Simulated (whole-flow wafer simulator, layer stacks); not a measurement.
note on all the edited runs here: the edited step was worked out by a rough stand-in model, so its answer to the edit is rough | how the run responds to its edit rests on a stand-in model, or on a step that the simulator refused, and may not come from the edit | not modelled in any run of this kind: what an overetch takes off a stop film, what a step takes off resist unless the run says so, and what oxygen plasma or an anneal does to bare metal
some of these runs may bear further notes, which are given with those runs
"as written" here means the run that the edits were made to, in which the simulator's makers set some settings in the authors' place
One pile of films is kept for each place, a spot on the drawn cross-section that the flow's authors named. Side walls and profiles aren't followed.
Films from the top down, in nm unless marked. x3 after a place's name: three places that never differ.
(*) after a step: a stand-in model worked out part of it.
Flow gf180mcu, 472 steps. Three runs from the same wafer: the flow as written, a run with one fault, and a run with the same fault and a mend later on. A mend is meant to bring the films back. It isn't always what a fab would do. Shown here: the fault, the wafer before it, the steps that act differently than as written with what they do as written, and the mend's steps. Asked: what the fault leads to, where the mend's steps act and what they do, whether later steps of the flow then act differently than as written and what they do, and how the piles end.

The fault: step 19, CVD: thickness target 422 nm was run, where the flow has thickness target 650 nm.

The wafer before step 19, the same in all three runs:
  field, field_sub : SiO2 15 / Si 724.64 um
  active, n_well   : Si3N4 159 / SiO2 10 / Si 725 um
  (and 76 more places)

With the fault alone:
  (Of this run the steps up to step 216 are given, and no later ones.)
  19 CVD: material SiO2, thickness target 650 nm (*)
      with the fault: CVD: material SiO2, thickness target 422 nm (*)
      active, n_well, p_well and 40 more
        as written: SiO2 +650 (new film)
        with the fault: SiO2 +422 (new film)
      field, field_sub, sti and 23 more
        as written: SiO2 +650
        with the fault: SiO2 +422
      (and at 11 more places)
  Later steps of the flow that act differently than as written (6 more steps differ only slightly, by at most 2% or 0.5 nm, whichever is larger, and aren't shown):
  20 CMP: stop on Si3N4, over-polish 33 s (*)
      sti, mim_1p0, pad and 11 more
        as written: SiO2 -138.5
        with the fault: nothing
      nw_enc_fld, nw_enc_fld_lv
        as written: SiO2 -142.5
        with the fault: nothing
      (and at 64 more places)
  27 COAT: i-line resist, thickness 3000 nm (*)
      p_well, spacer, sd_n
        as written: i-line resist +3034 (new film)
        with the fault: i-line resist +2952.6 (new film)
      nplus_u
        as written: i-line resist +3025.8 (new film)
        with the fault: i-line resist +2963.6 (new film)
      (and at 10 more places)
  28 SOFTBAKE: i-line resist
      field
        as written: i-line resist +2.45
        with the fault: i-line resist -3.43
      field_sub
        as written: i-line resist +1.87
        with the fault: i-line resist -2.42
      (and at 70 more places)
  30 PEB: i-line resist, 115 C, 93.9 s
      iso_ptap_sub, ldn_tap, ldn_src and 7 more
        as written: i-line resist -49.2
        with the fault: i-line resist -48.1
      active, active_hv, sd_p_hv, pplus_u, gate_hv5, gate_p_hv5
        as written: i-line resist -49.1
        with the fault: i-line resist -48.1
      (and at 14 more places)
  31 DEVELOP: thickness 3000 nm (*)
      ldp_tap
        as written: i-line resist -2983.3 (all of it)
        with the fault: i-line resist -2916.8 (all of it)
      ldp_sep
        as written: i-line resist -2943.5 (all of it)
        with the fault: i-line resist -2877.3 (all of it)
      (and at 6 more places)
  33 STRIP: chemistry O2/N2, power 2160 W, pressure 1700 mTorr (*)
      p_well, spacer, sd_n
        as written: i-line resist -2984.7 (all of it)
        with the fault: i-line resist -2904.7 (all of it)
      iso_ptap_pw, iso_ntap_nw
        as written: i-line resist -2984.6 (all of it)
        with the fault: i-line resist -2906.5 (all of it)
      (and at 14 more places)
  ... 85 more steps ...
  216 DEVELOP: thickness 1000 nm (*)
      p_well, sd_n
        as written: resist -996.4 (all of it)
        with the fault: resist -915.6 (all of it)
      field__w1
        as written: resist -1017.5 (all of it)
        with the fault: resist -1058.5 (all of it)
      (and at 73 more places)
  After step 216 the piles differ from the flow's by more than 2% or 0.5 nm, whichever is larger, at field, field__w1, field__w2 and 52 more.
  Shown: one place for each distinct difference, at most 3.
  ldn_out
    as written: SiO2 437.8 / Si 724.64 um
    with the fault: SiO2 349 / Si 724.63 um
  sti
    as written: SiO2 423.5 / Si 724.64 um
    with the fault: SiO2 334.7 / Si 724.63 um
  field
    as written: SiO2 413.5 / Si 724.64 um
    with the fault: SiO2 334.7 / Si 724.63 um

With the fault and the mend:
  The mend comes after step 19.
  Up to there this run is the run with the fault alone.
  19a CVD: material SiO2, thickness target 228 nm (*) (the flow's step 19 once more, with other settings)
      field, field_sub, active and 77 more
        SiO2 +228
  No later step of the flow acts differently than as written at any place that is followed.
  At the end the piles are the same as the flow's at every place that both follow.
